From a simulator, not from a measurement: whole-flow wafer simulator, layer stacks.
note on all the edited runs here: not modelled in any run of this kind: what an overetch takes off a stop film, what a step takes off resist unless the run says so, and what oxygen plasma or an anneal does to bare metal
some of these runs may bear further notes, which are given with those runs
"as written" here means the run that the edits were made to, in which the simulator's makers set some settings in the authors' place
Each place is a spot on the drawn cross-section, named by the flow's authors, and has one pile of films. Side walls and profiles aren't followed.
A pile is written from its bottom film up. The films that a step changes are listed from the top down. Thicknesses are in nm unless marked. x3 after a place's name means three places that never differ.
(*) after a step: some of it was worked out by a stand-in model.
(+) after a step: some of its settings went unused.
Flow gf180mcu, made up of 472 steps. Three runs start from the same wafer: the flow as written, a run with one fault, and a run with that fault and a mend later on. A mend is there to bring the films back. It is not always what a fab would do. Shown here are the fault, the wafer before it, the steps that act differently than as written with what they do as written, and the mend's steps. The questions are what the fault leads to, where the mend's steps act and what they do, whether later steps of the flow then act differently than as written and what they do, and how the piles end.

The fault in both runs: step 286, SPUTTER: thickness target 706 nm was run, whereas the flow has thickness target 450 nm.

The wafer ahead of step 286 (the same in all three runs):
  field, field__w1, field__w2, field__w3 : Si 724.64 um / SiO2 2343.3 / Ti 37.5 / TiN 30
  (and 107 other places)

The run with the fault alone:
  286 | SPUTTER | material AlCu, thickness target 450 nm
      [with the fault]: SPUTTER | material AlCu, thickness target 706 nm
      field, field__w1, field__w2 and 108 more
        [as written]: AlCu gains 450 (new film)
        [with the fault]: AlCu gains 706 (new film)
  Later steps of the flow acting differently than as written:
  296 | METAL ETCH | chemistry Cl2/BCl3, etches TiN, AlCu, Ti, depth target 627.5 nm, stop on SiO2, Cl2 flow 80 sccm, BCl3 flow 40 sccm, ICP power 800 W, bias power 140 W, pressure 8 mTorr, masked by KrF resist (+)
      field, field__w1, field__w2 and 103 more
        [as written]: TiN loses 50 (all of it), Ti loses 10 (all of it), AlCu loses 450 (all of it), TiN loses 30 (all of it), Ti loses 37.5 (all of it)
        [with the fault]: TiN loses 50 (all of it), Ti loses 10 (all of it), AlCu loses 567.5
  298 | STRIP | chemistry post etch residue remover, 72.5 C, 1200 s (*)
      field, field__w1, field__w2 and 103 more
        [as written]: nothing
        [with the fault]: AlCu loses 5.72
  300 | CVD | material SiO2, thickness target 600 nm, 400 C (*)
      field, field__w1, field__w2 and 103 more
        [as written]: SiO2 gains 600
        [with the fault]: SiO2 gains 600 (new film)
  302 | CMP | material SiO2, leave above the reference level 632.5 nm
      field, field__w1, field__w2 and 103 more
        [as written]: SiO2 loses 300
        [with the fault]: SiO2 loses 244.3
  At field, field__w1, field__w2 and 109 more, the piles at the end differ from the flow's by more than 2% or 0.5 nm, whichever is larger.
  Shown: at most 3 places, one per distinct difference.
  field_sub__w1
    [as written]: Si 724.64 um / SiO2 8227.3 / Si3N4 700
    [with the fault]: Si 724.64 um / SiO2 2343.2 / Ti 37.5 / TiN 30 / AlCu 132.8 / SiO2 5939.7 / Si3N4 700
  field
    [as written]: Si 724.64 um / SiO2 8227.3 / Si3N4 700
    [with the fault]: Si 724.64 um / SiO2 2343.3 / Ti 37.5 / TiN 30 / AlCu 132.8 / SiO2 5939.7 / Si3N4 700
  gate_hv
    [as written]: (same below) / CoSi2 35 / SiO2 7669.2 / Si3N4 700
    [with the fault]: (same below) / CoSi2 35 / SiO2 1785.1 / Ti 37.5 / TiN 30 / AlCu 132.8 / SiO2 5939.7 / Si3N4 700

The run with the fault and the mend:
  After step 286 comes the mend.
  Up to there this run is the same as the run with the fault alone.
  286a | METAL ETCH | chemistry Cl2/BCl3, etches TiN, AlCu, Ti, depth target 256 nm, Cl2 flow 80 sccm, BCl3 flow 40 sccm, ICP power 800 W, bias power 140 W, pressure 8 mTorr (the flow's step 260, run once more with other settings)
      field, field__w1, field__w2 and 108 more
        AlCu loses 256
  None of the later steps of the flow acts differently than as written at any place that is followed.
  At every place that both follow, the piles at the end match the flow's.
